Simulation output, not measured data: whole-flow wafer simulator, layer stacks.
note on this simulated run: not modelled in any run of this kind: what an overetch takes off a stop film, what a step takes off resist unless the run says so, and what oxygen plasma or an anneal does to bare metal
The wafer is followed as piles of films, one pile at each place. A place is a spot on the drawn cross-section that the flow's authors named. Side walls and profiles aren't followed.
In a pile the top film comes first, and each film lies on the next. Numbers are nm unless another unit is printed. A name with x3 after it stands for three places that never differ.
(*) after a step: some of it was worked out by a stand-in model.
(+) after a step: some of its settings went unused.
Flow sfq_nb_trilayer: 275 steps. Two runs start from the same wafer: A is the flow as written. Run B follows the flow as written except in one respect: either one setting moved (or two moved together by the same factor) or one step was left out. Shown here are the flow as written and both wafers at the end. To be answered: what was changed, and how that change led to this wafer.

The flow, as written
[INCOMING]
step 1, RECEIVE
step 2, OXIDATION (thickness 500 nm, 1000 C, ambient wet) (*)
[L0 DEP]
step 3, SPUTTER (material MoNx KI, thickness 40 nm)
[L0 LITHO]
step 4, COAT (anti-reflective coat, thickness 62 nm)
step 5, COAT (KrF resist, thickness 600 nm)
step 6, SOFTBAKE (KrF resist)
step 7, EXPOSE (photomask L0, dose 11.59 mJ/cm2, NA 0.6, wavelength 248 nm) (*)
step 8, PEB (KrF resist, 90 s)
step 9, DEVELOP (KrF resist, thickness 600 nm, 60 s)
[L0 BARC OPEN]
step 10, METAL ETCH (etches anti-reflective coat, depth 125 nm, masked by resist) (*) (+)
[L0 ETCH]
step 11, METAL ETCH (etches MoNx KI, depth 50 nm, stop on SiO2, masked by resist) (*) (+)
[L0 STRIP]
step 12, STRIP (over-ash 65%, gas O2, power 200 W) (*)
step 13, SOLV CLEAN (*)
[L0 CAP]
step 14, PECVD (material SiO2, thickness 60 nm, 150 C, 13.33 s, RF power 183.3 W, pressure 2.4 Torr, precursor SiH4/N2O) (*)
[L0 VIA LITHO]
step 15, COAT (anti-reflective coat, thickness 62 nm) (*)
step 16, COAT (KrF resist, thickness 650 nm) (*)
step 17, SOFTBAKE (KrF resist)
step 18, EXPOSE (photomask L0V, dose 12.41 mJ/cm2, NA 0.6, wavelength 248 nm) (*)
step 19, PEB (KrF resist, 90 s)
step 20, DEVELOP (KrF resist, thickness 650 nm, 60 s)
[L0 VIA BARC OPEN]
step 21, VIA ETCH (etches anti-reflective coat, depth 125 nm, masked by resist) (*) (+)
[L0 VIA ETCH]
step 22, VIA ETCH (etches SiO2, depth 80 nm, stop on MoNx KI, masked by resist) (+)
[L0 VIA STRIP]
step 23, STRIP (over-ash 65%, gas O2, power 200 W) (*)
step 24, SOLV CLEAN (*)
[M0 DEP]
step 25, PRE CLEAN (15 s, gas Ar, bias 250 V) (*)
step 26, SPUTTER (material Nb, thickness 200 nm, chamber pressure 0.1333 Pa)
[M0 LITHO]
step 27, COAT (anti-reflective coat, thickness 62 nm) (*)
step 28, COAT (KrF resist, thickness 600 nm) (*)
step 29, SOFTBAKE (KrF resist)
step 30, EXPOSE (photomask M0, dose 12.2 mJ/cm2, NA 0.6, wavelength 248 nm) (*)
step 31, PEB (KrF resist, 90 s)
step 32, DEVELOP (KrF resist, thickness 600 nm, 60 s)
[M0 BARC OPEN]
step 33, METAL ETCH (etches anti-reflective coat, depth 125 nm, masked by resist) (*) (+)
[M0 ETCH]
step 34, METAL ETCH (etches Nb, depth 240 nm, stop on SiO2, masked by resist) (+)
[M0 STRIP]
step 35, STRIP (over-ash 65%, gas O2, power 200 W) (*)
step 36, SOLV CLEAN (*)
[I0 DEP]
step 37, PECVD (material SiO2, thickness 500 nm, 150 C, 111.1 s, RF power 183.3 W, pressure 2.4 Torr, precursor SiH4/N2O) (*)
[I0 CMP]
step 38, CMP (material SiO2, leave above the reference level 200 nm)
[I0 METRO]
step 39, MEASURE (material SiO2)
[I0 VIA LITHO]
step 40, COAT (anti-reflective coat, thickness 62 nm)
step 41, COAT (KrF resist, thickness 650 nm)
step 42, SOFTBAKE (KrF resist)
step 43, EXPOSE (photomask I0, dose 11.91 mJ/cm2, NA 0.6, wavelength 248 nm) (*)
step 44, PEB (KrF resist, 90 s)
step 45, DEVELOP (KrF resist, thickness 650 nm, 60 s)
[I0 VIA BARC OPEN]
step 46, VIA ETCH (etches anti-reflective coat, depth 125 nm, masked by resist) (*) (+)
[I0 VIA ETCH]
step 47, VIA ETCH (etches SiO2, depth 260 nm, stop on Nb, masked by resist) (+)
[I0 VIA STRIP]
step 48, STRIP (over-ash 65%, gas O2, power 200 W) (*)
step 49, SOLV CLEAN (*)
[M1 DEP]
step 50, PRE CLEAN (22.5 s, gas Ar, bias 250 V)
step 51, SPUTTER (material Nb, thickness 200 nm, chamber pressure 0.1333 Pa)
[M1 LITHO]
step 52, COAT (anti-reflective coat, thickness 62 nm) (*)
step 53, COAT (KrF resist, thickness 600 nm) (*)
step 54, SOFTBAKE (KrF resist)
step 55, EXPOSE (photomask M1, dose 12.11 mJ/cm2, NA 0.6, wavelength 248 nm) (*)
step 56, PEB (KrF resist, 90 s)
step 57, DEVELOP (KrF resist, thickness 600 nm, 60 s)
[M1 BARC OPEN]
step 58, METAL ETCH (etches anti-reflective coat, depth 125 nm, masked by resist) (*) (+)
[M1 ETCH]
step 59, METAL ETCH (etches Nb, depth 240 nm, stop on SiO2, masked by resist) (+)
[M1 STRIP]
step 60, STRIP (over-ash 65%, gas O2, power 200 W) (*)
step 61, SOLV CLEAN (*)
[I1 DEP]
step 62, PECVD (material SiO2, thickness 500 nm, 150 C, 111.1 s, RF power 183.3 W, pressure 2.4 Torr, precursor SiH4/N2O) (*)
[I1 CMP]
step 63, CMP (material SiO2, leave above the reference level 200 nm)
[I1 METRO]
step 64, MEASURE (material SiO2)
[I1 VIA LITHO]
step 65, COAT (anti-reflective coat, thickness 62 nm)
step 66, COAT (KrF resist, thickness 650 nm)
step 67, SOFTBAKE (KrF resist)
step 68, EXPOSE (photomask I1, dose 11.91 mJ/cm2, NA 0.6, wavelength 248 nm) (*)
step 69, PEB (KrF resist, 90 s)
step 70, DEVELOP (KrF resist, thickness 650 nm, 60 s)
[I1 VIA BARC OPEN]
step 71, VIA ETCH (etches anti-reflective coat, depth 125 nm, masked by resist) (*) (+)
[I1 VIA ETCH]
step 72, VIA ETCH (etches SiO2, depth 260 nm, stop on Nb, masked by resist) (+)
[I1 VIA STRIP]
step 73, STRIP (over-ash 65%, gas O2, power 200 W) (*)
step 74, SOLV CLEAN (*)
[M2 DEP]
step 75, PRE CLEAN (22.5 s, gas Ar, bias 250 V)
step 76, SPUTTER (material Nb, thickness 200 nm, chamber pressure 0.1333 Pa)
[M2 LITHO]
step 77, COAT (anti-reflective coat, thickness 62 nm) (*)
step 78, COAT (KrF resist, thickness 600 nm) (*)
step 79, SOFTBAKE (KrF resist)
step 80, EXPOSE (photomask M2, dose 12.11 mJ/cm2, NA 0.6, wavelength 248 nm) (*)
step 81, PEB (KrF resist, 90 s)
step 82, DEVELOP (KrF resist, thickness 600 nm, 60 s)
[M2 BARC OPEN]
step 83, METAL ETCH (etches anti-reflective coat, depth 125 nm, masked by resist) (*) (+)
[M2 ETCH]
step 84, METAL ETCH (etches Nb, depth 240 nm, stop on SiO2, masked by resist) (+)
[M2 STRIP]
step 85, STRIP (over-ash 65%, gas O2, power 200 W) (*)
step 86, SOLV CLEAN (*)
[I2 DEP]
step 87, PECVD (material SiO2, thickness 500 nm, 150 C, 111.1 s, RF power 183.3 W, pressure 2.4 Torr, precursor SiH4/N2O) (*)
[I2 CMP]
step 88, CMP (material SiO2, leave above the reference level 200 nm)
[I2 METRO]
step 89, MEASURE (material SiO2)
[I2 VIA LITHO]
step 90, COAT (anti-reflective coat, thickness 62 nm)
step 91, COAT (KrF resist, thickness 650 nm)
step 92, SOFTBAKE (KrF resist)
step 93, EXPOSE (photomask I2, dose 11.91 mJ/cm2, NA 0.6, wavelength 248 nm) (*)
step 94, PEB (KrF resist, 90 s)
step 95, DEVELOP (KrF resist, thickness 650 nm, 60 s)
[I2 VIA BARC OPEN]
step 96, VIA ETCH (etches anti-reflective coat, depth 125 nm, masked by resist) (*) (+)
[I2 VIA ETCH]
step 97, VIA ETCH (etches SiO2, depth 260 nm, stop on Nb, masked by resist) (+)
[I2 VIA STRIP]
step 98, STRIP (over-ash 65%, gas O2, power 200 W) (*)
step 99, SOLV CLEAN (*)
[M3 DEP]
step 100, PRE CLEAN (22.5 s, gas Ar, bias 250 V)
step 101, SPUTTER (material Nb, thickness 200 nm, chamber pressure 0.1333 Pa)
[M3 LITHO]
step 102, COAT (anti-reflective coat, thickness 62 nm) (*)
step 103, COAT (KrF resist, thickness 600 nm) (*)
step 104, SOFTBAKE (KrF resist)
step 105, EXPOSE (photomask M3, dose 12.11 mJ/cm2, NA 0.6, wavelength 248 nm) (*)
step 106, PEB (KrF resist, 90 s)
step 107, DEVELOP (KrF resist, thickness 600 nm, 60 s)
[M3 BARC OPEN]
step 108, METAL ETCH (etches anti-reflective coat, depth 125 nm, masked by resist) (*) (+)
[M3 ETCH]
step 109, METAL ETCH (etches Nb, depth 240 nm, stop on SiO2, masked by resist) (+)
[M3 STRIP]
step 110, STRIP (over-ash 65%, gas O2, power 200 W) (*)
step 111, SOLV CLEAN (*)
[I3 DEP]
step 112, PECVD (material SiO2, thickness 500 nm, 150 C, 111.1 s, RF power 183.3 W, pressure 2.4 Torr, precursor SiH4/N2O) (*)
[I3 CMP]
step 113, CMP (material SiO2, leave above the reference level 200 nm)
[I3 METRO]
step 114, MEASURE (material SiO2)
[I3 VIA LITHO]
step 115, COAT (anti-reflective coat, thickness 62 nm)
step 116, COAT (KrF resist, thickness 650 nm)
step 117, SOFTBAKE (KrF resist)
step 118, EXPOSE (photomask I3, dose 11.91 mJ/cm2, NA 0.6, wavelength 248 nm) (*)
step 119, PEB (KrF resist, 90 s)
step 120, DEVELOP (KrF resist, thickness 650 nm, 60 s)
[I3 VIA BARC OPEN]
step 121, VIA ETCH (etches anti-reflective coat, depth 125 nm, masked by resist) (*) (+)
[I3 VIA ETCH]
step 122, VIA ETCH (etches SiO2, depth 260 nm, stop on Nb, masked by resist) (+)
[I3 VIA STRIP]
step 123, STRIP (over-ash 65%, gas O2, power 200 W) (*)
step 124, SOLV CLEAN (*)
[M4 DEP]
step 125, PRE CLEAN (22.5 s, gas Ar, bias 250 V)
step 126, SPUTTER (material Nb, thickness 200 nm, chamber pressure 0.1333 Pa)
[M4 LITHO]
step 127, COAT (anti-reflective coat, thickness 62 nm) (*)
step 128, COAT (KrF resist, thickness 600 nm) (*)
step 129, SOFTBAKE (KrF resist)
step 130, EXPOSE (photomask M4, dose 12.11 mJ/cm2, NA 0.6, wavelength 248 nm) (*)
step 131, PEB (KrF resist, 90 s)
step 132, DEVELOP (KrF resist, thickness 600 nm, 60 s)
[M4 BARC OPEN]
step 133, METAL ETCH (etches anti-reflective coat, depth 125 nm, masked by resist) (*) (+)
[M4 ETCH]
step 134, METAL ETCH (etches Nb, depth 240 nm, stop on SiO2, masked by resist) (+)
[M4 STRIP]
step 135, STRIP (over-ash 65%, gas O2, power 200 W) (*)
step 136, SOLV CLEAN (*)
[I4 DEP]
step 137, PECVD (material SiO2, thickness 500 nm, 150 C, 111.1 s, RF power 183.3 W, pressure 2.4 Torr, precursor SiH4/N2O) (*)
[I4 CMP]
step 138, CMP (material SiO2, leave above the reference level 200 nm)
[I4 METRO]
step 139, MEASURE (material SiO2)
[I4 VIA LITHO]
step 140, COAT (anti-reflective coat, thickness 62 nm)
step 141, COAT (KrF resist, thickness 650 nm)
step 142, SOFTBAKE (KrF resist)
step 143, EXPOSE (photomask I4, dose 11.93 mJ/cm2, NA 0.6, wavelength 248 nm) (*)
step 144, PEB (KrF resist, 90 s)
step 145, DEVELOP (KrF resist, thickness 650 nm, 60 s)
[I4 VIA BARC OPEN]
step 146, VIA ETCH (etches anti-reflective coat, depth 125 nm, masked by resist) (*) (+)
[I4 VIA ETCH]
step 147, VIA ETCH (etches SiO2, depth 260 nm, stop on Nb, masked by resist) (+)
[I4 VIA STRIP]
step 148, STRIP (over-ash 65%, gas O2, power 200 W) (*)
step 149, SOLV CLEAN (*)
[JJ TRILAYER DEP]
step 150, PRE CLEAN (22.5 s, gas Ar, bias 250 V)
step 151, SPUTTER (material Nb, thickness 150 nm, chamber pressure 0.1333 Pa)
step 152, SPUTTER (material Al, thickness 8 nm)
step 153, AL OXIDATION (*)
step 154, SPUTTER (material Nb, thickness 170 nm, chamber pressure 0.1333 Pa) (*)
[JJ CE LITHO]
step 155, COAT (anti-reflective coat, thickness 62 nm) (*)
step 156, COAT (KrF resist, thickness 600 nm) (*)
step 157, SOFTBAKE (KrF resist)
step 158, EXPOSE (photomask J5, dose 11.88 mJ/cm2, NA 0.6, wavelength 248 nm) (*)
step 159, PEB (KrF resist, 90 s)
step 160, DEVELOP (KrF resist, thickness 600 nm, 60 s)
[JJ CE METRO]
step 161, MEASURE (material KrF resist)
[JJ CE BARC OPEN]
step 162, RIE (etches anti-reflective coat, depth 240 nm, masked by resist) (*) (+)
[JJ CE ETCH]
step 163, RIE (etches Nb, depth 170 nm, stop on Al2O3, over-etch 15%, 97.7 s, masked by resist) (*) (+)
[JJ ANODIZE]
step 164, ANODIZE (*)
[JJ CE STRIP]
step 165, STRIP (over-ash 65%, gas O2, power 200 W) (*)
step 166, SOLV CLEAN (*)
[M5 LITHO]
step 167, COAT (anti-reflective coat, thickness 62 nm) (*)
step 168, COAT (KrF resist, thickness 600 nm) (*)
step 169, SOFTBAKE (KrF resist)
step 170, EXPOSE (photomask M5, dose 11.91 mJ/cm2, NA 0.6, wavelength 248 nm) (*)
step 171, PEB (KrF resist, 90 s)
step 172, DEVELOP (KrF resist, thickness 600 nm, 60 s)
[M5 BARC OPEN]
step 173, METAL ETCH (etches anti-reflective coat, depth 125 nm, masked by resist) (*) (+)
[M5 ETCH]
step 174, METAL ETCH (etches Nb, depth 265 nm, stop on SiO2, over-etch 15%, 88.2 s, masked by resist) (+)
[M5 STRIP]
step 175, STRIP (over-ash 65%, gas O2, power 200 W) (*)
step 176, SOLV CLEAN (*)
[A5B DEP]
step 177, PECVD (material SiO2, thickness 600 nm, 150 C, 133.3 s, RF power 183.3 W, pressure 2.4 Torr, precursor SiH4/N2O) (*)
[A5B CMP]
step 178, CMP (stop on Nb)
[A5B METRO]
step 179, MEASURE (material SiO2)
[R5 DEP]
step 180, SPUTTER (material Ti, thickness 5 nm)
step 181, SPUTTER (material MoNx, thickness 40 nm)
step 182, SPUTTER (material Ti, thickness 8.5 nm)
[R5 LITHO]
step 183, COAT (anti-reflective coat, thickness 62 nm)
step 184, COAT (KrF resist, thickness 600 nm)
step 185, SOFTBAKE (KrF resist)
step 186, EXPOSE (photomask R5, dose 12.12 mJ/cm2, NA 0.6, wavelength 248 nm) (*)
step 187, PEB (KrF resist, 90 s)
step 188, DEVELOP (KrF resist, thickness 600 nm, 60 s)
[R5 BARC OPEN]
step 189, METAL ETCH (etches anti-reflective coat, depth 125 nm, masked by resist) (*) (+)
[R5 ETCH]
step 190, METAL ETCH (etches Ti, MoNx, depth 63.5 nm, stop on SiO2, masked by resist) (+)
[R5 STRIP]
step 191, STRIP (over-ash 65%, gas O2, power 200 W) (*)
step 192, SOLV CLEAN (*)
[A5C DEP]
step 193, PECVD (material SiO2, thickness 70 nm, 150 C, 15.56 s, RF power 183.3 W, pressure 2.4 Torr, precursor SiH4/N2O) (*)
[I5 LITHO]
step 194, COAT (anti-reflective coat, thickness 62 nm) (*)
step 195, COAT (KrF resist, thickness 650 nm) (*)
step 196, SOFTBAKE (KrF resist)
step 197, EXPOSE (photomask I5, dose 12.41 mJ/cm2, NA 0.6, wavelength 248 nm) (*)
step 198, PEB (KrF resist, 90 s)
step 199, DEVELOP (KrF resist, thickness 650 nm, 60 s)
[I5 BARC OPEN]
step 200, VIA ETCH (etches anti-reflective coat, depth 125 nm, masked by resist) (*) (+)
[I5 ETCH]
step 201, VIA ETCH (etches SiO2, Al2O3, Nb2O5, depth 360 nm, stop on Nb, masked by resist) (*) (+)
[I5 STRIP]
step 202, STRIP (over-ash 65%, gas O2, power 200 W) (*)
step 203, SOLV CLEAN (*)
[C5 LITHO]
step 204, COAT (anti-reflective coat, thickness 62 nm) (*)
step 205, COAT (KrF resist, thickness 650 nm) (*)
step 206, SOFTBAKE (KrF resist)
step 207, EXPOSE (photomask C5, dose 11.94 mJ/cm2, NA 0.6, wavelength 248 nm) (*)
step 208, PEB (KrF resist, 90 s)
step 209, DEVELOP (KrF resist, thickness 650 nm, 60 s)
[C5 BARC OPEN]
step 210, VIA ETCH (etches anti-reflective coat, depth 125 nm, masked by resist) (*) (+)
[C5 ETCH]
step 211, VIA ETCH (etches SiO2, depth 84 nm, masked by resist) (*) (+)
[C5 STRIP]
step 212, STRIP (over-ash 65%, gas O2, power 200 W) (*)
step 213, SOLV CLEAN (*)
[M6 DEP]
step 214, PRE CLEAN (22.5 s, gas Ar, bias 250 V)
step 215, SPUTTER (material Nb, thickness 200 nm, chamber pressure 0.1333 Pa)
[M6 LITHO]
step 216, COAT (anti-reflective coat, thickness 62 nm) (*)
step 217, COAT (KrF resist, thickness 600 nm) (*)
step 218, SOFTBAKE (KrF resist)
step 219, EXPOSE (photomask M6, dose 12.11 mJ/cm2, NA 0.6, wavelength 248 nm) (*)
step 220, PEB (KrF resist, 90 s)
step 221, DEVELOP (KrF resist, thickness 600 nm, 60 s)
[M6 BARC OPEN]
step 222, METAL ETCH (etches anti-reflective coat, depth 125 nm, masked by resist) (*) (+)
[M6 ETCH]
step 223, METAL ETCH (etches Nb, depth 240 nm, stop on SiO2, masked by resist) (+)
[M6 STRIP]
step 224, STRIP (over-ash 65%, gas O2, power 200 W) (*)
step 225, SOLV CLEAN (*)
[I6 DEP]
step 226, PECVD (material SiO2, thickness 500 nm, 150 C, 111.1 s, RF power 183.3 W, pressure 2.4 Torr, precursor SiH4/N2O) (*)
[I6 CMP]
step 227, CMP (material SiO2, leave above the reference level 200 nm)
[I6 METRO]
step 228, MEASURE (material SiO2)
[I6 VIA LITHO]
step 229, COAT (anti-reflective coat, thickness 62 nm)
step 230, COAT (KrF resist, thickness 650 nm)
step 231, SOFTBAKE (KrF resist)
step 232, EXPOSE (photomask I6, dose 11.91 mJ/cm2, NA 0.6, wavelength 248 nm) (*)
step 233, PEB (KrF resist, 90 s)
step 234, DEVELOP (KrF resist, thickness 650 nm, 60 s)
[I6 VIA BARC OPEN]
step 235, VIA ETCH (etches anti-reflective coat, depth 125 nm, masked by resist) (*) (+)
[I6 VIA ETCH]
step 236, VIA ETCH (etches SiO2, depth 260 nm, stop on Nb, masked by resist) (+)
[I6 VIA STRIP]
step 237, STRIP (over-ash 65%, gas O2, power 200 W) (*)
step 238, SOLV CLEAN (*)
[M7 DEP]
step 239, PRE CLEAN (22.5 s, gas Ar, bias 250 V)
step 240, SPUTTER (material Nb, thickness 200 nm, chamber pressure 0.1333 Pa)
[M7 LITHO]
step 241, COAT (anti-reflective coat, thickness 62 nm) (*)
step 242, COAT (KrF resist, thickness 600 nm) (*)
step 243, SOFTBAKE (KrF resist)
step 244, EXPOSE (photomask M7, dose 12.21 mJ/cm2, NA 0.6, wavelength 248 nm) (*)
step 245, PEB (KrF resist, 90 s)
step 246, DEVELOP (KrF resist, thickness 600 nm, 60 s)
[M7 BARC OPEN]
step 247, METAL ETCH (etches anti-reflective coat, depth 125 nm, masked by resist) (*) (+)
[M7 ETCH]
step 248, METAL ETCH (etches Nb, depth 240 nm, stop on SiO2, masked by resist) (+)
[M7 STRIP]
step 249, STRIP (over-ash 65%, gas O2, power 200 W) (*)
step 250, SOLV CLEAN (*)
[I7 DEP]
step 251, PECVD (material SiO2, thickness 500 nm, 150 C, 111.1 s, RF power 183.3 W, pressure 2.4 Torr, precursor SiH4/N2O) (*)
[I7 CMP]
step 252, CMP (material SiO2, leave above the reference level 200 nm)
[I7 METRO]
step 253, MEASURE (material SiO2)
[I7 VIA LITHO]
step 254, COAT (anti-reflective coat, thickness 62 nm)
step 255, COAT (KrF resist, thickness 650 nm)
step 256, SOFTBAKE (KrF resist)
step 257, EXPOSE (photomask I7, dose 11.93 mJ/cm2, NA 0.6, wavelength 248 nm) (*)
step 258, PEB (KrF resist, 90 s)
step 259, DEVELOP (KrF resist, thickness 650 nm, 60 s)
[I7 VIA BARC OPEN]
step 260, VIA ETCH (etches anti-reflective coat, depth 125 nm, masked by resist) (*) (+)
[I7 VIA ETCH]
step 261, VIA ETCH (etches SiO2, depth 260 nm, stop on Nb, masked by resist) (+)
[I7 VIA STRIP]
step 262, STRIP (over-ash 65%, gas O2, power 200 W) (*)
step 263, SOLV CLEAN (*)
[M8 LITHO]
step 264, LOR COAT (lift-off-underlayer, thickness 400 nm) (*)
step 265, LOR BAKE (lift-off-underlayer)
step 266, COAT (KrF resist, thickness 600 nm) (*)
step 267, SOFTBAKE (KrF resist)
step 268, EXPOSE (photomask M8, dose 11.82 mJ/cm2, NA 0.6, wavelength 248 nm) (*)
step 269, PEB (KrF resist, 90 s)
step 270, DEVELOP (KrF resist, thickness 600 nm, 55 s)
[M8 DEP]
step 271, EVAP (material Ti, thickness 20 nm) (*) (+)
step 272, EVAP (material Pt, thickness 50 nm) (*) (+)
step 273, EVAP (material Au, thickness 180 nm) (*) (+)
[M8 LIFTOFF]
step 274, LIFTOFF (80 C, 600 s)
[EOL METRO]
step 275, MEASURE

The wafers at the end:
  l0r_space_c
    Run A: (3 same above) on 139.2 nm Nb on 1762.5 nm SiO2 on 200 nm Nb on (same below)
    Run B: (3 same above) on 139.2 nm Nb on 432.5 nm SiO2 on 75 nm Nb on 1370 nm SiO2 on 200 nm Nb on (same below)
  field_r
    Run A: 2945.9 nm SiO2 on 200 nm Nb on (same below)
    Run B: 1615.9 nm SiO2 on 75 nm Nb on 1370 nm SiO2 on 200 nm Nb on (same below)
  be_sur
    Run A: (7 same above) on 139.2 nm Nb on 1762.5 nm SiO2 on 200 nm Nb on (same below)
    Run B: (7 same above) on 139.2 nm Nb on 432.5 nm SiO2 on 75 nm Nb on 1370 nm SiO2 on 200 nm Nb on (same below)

Cause: step 126, SPUTTER: thickness 315 nm was run, while the flow as written has thickness 200 nm.

Step by step, how the change led to this:
  step 126, SPUTTER (material Nb, thickness 200 nm, chamber pressure 0.1333 Pa)
      field_l, v_sur, via_wl and 102 more: A Nb gains 200 (new film) | B Nb gains 315 (new film)
      via_v: A Nb gains 165.5 | B Nb gains 262.5
  step 127, COAT (anti-reflective coat, thickness 62 nm) (*)
      via_v: A anti-reflective coat gains 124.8 (new film) | B anti-reflective coat gains 127.9 (new film)
  step 134, METAL ETCH (etches Nb, depth 240 nm, stop on SiO2, masked by resist) (+)
      field_l, be, be_sur and 64 more: A Nb loses 200 (all of it) | B Nb loses 240
  step 135, STRIP (over-ash 65%, gas O2, power 200 W) (*)
      via_v: A KrF resist loses 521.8 (all of it), anti-reflective coat loses 124.8 (all of it) | B KrF resist loses 534.2 (all of it), anti-reflective coat loses 127.9 (all of it)
  step 137, PECVD (material SiO2, thickness 500 nm, 150 C, 111.1 s, RF power 183.3 W, pressure 2.4 Torr, precursor SiH4/N2O) (*)
      field_l, be, be_sur and 55 more: A SiO2 gains 500 | B SiO2 gains 500 (new film)
      p3_s0, p3_s1, p3_s2, p3_s3, p3_s4, p3_s5: A SiO2 gains 557.1 | B SiO2 gains 597.1 (new film)
      (and at 3 other places as well)
  step 138, CMP (material SiO2, leave above the reference level 200 nm)
      field_l, be, be_sur and 55 more: A SiO2 loses 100 | B SiO2 loses 60
      lsp_r, l0_sur, l0v: A SiO2 loses 91.9 | B SiO2 loses 50.3
      (and at 1 other place as well)
If metal films that touch count as one body, l0r_space_c has 3 bodies (between them, from the top down: SiO2 432.5; SiO2 1370); the flow as written gives 2 bodies (between them, from the top down: SiO2 1762.5).
If metal films that touch count as one body, field_r has 2 bodies (between them, from the top down: SiO2 1370); the flow as written gives 1 body.
If metal films that touch count as one body, be_sur has 5 bodies (between them, from the top down: SiO2 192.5; SiO2 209 / Al2O3 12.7 / Nb2O5 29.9; SiO2 432.5; SiO2 1370); the flow as written gives 4 bodies (between them, from the top down: SiO2 192.5; SiO2 209 / Al2O3 12.7 / Nb2O5 29.9; SiO2 1762.5).
